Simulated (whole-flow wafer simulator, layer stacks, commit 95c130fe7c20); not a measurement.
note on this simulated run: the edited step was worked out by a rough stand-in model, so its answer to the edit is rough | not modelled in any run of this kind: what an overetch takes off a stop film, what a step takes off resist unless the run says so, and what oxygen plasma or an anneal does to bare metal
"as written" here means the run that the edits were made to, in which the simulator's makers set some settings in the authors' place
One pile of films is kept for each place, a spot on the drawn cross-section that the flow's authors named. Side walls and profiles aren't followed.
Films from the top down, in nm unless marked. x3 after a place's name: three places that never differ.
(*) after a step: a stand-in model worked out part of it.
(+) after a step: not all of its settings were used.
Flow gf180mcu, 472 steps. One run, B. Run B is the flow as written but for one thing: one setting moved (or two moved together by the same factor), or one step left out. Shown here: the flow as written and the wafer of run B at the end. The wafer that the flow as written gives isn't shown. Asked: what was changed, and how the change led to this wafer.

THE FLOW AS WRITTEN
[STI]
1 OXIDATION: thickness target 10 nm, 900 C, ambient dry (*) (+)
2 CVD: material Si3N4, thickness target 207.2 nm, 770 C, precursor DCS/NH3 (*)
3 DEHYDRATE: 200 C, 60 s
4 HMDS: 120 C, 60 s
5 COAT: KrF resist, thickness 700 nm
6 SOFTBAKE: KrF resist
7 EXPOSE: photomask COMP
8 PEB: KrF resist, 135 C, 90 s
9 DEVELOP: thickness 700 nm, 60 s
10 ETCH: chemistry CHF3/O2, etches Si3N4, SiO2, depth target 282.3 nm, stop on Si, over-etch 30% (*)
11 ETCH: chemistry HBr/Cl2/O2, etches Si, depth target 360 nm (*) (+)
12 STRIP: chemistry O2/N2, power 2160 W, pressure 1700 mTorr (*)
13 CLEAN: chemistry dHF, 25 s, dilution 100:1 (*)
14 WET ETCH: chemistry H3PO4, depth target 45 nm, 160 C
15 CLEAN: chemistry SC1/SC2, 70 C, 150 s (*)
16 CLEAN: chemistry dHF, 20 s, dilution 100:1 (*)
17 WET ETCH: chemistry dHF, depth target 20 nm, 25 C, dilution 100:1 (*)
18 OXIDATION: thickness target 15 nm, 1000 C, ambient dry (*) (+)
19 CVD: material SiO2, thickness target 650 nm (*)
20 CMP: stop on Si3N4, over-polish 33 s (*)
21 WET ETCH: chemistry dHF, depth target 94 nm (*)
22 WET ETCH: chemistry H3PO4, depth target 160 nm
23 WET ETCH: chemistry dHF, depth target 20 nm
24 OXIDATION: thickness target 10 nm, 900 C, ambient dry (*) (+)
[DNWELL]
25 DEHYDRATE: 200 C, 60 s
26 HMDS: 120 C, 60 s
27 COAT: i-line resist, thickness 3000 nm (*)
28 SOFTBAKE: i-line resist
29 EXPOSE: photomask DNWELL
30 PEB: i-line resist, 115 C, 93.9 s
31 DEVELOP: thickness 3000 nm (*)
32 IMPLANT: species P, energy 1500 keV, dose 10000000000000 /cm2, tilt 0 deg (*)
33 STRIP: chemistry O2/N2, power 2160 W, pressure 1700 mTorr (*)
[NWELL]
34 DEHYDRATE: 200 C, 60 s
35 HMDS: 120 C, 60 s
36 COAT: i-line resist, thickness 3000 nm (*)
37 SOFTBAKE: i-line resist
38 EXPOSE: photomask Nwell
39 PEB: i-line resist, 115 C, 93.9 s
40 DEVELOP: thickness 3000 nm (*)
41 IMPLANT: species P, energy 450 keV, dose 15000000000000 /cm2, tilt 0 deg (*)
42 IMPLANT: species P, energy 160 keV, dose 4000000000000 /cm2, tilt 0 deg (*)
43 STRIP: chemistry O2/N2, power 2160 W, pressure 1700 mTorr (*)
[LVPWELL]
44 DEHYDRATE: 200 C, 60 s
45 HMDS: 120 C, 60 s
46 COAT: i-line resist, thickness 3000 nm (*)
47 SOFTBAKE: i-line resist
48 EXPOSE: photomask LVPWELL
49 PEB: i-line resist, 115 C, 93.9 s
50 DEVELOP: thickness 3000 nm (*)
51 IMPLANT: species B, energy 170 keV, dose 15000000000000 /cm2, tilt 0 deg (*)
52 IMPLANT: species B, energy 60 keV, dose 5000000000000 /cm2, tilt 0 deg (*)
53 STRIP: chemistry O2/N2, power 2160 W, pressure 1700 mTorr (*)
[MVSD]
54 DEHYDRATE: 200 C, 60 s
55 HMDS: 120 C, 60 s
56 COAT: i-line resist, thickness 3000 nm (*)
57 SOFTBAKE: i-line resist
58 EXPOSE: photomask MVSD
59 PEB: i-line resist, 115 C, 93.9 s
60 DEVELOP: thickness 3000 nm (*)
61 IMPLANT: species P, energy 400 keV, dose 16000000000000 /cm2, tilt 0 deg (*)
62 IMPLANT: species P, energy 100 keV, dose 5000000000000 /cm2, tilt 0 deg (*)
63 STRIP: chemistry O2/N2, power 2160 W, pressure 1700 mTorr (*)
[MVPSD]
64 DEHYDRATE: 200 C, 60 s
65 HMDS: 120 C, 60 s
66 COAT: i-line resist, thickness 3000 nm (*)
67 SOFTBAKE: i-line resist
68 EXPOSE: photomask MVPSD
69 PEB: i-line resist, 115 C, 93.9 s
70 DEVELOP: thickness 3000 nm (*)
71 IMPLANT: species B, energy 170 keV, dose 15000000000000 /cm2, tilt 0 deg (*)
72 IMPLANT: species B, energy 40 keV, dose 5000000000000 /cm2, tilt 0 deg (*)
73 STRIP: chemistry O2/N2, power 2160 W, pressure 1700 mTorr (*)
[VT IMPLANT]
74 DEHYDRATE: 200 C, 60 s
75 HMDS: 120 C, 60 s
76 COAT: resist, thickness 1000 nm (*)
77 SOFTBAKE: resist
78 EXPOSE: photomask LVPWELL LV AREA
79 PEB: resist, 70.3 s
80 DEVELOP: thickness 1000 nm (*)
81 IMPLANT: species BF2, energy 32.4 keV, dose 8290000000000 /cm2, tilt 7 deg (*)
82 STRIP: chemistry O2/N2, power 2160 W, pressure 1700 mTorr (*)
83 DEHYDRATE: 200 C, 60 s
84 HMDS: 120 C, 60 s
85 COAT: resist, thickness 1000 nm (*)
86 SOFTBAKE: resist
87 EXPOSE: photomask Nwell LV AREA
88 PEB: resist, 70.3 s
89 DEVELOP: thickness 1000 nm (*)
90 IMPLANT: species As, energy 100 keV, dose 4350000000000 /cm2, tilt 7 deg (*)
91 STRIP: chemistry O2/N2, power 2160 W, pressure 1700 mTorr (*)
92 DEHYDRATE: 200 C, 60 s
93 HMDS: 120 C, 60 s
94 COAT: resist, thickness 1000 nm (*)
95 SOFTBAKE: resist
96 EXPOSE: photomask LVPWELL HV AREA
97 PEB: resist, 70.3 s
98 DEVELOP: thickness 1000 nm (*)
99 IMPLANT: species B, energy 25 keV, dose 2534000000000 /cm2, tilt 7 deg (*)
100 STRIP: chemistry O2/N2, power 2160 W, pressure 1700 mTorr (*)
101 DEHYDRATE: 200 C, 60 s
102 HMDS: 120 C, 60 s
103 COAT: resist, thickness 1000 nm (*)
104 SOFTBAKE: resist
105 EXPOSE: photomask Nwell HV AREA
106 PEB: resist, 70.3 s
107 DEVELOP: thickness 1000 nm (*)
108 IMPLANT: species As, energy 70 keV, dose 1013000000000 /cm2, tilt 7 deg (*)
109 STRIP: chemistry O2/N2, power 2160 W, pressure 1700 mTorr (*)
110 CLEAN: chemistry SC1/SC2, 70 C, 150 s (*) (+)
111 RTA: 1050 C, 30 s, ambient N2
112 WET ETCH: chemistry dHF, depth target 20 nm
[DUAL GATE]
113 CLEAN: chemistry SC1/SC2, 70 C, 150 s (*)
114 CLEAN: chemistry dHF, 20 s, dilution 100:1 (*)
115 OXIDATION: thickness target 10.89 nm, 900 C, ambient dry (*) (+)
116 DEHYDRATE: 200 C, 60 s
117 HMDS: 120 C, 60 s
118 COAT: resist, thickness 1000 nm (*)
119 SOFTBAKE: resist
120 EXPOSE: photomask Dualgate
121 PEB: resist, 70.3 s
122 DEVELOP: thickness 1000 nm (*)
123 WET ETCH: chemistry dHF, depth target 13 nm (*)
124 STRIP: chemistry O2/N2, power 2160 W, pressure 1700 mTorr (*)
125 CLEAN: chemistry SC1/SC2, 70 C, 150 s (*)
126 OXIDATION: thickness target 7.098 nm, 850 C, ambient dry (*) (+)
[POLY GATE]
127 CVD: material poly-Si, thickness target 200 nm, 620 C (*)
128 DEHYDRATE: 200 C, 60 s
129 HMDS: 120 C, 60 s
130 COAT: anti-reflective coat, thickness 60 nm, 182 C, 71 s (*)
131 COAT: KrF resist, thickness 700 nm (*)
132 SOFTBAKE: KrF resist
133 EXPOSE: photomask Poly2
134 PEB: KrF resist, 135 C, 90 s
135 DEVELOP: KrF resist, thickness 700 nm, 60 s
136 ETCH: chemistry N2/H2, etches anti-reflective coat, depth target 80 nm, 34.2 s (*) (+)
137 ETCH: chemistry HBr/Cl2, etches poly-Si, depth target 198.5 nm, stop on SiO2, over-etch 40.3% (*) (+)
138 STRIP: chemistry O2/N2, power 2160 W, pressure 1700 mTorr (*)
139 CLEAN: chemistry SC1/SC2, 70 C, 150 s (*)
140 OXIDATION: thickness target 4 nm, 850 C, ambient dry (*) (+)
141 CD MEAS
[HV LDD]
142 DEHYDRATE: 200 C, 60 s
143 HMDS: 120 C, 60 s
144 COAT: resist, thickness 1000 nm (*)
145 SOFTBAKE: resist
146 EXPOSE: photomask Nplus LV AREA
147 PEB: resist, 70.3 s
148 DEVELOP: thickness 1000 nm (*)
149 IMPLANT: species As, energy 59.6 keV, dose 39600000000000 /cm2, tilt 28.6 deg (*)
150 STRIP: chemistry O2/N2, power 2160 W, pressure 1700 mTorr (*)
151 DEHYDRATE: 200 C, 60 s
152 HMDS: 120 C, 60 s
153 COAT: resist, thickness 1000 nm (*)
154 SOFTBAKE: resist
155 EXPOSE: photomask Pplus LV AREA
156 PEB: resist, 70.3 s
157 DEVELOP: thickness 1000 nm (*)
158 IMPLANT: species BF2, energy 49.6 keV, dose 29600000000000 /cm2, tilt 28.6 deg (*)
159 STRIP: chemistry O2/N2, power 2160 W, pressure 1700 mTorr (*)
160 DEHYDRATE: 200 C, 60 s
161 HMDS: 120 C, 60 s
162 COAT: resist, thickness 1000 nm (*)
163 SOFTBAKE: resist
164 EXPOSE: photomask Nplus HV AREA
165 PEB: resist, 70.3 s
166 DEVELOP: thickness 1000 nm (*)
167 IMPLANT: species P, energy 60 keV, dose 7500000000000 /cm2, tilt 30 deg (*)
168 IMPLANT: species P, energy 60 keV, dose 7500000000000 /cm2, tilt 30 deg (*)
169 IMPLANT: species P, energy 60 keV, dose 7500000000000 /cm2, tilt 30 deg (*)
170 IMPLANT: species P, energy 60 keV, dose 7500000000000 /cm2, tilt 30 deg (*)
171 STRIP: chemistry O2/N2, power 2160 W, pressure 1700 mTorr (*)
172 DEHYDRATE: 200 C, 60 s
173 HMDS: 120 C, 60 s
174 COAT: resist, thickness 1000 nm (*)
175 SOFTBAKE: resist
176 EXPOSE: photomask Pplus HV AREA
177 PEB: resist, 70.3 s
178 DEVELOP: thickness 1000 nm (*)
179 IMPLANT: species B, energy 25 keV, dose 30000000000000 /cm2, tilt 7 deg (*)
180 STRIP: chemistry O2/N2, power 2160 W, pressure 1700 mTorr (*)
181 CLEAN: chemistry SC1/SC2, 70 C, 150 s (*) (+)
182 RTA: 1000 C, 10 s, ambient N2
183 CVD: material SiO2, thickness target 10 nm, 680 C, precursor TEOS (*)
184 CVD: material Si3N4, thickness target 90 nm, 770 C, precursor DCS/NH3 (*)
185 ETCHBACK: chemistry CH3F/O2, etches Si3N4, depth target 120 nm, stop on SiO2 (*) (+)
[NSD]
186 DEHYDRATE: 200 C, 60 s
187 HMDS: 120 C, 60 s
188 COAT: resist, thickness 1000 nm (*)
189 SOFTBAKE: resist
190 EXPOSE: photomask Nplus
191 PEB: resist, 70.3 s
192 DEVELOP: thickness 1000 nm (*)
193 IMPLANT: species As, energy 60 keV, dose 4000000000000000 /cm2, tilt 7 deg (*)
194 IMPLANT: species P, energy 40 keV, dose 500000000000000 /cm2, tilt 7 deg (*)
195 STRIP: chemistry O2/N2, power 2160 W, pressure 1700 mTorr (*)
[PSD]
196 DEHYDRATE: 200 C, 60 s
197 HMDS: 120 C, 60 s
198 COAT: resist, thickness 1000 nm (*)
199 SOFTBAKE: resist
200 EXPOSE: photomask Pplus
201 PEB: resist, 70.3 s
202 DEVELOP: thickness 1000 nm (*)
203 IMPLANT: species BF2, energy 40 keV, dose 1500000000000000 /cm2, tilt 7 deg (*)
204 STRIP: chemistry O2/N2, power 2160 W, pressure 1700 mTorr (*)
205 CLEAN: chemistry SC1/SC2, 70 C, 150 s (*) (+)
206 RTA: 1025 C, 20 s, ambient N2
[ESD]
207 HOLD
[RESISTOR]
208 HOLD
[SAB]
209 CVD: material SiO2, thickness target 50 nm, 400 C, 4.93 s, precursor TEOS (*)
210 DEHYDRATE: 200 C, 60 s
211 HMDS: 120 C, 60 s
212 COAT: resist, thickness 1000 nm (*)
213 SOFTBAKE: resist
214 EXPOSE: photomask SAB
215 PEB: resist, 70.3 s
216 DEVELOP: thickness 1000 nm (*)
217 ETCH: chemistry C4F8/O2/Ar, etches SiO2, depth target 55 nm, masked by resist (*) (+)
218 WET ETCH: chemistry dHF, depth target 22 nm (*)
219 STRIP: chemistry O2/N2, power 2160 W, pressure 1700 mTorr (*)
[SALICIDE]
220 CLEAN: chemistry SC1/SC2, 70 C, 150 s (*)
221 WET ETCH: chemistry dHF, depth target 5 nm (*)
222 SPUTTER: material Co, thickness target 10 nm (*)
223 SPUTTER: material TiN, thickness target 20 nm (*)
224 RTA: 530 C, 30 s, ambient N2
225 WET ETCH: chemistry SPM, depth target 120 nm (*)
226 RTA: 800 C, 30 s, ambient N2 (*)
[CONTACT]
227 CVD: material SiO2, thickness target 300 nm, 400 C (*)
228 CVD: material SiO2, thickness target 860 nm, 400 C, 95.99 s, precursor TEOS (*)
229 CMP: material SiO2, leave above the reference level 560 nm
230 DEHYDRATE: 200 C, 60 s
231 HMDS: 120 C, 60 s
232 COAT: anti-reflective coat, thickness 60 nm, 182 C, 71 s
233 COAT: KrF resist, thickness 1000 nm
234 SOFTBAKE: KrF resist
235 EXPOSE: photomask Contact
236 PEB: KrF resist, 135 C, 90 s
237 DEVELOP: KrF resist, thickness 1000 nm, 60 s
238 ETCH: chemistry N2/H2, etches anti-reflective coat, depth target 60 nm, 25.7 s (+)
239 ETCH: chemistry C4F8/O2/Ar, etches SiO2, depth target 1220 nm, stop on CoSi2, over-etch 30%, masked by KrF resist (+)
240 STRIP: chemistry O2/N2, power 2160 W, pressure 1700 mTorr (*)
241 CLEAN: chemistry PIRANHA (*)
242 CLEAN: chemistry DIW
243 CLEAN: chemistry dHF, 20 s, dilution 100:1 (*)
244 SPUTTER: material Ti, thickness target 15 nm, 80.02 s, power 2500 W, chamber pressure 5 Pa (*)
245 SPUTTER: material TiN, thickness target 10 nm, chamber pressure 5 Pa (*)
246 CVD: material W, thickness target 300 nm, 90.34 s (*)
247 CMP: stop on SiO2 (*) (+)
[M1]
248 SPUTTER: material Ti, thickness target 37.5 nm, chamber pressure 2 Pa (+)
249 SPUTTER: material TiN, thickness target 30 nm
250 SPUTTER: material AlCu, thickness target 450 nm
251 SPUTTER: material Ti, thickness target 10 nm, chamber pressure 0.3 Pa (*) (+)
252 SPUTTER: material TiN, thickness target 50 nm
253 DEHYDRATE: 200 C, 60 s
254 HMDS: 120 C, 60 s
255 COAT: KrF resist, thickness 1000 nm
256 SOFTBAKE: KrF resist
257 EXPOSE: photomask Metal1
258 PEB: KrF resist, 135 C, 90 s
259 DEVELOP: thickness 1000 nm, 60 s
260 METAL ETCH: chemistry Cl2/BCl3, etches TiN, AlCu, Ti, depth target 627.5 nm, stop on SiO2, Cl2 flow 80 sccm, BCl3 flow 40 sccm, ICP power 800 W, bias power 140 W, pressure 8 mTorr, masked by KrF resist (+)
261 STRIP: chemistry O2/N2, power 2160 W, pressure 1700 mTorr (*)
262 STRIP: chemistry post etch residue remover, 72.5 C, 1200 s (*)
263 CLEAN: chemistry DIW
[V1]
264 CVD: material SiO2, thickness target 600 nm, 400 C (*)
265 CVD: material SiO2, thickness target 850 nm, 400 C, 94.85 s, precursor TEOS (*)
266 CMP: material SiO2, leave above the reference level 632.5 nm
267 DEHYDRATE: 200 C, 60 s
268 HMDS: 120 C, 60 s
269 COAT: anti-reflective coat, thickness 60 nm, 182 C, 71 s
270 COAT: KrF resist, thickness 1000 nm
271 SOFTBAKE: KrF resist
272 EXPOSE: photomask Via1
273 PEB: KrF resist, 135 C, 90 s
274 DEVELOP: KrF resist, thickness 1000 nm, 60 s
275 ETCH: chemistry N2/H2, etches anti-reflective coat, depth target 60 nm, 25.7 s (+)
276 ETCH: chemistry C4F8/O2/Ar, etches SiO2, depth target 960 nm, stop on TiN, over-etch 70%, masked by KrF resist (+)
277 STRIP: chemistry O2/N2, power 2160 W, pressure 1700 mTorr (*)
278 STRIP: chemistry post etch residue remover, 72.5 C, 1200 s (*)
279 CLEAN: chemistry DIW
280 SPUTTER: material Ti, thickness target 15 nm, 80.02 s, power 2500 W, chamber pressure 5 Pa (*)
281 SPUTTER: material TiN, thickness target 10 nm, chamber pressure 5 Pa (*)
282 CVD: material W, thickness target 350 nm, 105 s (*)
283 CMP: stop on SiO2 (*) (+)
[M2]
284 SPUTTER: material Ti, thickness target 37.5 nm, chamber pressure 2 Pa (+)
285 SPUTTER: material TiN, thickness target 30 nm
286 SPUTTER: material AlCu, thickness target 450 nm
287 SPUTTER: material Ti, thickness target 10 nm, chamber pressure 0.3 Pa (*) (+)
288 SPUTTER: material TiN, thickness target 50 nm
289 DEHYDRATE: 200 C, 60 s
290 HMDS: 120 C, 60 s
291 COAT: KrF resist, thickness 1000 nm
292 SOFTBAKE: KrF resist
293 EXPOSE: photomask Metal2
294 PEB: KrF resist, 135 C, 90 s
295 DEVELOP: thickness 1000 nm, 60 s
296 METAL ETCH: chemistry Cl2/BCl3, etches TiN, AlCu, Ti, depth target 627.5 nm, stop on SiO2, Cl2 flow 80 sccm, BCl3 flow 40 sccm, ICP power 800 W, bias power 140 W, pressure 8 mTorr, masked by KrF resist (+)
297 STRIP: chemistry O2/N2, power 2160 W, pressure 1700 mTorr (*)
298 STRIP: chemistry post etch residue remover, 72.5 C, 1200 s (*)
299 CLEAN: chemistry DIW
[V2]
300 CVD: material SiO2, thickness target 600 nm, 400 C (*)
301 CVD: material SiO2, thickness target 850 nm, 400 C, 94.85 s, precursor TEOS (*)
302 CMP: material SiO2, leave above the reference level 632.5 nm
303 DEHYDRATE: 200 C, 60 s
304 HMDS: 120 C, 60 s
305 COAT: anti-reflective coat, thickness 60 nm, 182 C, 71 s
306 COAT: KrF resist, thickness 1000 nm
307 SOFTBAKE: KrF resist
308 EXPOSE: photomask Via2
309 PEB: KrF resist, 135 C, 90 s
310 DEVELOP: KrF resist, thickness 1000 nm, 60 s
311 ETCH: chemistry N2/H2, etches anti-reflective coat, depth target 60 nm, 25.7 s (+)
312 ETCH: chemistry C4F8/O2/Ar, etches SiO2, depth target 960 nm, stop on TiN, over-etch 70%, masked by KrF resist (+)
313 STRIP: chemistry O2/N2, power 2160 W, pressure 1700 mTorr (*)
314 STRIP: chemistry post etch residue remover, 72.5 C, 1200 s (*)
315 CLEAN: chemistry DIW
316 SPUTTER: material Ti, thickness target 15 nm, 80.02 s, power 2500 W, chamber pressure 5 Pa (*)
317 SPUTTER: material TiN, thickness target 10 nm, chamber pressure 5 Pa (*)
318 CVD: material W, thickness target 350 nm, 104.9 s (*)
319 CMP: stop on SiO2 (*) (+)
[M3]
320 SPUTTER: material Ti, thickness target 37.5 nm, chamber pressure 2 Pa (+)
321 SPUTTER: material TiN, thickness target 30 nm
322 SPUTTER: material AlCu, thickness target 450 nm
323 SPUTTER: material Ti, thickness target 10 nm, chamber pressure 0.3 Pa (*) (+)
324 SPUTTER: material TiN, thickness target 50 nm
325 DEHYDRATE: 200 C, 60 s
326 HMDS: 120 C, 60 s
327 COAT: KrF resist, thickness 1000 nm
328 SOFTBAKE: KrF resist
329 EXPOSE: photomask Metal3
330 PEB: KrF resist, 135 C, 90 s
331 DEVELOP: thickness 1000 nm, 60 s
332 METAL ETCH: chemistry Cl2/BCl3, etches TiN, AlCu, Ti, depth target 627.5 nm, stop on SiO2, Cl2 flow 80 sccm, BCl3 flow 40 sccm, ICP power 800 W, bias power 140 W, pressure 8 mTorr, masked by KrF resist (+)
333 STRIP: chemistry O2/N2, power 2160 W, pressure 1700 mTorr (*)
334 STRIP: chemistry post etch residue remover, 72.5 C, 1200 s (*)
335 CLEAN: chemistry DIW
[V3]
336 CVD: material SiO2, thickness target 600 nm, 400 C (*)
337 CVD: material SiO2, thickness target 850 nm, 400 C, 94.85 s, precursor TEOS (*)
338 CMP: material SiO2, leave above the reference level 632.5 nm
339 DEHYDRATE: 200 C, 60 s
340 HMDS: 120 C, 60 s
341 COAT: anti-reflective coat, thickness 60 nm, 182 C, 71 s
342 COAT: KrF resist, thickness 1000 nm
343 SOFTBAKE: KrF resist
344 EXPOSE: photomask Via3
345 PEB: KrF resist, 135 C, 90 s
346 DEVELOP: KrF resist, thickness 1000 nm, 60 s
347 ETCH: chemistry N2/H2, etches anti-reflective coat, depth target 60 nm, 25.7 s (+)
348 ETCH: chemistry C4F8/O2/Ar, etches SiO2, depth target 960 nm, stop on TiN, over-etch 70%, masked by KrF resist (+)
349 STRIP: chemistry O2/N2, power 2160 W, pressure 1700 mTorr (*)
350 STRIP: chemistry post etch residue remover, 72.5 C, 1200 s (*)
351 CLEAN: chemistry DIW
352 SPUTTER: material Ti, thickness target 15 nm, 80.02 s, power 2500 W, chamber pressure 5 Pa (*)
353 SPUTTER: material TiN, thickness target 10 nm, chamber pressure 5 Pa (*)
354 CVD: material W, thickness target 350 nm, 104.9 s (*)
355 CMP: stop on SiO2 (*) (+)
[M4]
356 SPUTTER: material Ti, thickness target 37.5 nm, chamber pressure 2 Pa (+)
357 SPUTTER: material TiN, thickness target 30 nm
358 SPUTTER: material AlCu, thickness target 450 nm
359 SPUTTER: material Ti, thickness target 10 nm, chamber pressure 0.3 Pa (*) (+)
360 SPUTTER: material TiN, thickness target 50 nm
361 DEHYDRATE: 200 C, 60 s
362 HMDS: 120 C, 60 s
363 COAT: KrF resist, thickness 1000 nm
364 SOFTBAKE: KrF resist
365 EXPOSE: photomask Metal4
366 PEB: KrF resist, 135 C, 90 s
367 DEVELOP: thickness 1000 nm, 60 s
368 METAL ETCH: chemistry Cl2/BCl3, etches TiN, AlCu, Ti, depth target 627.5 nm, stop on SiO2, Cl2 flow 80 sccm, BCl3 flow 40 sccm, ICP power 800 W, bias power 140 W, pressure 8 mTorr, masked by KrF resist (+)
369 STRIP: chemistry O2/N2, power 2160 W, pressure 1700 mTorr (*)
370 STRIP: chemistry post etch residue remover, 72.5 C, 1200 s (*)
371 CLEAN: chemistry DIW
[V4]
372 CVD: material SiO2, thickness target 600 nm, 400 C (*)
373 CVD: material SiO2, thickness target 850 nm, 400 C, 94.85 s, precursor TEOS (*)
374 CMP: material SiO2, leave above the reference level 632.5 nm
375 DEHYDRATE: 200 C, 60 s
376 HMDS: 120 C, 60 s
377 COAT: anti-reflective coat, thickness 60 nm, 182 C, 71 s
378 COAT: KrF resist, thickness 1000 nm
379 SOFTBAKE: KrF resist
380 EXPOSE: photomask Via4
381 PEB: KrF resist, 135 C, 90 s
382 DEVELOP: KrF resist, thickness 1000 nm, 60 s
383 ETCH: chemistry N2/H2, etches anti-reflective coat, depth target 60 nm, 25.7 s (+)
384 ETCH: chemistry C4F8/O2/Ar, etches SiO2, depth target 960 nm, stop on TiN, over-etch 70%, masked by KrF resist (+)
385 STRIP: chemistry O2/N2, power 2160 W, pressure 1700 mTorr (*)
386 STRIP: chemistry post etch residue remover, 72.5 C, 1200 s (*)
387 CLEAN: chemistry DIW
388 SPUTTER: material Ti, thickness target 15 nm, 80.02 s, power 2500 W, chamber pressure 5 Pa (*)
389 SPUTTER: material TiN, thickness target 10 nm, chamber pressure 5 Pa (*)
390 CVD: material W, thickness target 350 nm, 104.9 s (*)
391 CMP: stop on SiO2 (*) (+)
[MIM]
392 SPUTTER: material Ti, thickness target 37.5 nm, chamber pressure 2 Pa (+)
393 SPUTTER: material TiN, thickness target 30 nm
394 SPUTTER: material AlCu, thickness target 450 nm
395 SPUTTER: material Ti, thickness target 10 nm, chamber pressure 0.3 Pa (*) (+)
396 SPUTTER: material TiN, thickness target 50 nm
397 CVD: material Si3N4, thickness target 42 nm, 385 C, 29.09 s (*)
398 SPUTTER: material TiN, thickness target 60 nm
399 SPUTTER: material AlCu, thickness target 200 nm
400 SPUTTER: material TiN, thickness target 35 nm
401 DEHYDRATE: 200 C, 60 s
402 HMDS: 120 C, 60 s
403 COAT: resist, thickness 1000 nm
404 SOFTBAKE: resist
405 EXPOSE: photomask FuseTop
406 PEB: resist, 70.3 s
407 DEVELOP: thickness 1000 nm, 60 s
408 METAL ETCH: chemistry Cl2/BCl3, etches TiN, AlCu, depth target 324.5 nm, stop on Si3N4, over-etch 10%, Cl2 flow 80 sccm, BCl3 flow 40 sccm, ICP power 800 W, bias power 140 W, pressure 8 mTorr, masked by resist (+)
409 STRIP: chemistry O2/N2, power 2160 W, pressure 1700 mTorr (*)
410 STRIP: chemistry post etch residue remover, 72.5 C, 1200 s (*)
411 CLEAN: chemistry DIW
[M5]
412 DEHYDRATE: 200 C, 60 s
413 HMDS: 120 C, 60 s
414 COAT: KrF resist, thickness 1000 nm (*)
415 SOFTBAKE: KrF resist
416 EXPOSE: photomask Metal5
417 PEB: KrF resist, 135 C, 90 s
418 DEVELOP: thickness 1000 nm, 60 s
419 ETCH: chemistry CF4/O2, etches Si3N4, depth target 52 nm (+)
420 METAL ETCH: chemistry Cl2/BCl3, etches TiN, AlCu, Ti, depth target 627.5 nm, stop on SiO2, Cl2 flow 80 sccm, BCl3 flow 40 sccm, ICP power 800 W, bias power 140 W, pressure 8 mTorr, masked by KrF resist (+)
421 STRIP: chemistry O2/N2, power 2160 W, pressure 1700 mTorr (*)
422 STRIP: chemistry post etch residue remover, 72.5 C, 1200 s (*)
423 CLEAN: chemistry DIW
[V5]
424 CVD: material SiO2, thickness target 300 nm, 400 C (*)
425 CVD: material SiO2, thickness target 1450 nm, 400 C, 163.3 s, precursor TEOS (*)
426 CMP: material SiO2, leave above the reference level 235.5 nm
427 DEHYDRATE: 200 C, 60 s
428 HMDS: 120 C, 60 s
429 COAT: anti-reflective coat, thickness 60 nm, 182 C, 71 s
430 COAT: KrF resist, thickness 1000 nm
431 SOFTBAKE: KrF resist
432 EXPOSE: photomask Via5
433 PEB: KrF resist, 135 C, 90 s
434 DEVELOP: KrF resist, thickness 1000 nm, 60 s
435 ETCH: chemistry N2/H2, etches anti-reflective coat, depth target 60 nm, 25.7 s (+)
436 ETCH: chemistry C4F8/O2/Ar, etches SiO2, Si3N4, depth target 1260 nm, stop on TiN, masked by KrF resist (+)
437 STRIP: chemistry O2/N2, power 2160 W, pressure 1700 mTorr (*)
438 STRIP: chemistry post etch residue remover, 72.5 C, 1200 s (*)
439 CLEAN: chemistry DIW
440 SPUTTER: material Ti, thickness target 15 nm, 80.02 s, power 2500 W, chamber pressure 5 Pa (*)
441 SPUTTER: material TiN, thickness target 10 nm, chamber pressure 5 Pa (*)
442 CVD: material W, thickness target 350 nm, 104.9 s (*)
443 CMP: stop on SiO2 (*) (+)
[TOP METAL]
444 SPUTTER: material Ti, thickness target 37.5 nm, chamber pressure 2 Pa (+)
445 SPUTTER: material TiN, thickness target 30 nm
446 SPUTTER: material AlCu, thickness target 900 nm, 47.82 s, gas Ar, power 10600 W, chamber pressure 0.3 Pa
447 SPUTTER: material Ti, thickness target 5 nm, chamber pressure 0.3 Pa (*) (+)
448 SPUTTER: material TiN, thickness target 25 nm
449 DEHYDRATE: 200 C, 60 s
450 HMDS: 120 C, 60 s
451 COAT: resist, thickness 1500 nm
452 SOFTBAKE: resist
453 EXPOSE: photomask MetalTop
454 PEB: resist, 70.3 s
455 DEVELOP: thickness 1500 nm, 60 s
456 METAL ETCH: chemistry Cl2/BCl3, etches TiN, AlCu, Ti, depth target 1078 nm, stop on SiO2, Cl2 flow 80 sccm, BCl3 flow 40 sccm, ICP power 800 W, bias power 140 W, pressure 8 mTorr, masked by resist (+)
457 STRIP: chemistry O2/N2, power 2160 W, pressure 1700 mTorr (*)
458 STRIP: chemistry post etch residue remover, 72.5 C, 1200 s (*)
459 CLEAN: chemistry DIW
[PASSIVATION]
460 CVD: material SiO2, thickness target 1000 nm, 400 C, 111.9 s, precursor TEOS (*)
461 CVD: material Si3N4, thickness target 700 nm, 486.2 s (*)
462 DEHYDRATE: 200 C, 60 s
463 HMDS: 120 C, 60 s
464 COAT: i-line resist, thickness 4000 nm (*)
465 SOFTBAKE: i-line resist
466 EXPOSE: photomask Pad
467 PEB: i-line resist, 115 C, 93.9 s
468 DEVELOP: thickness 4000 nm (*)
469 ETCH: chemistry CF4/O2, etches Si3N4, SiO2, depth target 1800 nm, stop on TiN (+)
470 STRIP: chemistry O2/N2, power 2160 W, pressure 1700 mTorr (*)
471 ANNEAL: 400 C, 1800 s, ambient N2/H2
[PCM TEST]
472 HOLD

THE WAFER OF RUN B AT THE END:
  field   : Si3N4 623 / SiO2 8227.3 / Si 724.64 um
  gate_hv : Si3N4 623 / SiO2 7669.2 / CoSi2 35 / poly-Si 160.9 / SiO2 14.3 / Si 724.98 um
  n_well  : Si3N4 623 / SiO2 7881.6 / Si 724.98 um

The cause: step 461, CVD: thickness target 623 nm was run, where the flow has thickness target 700 nm; step 461, CVD: 432.7 s was run, where the flow has 486.2 s.
It can be read off the wafer: field has Si3N4 623, and step 461 as written asks for 700 nm.

How the change led to this, step by step:
  461 CVD: material Si3N4, thickness target 700 nm, 486.2 s (*)
      field, field__w1, field__w2 and 109 more: Si3N4 +623 (new film) (as written it would be: Si3N4 +700 (new film))
  469 ETCH: chemistry CF4/O2, etches Si3N4, SiO2, depth target 1800 nm, stop on TiN (+)
      pad: Si3N4 -623 (all of it), SiO2 -1000 (all of it) (as written it would be: Si3N4 -700 (all of it), SiO2 -1000 (all of it))
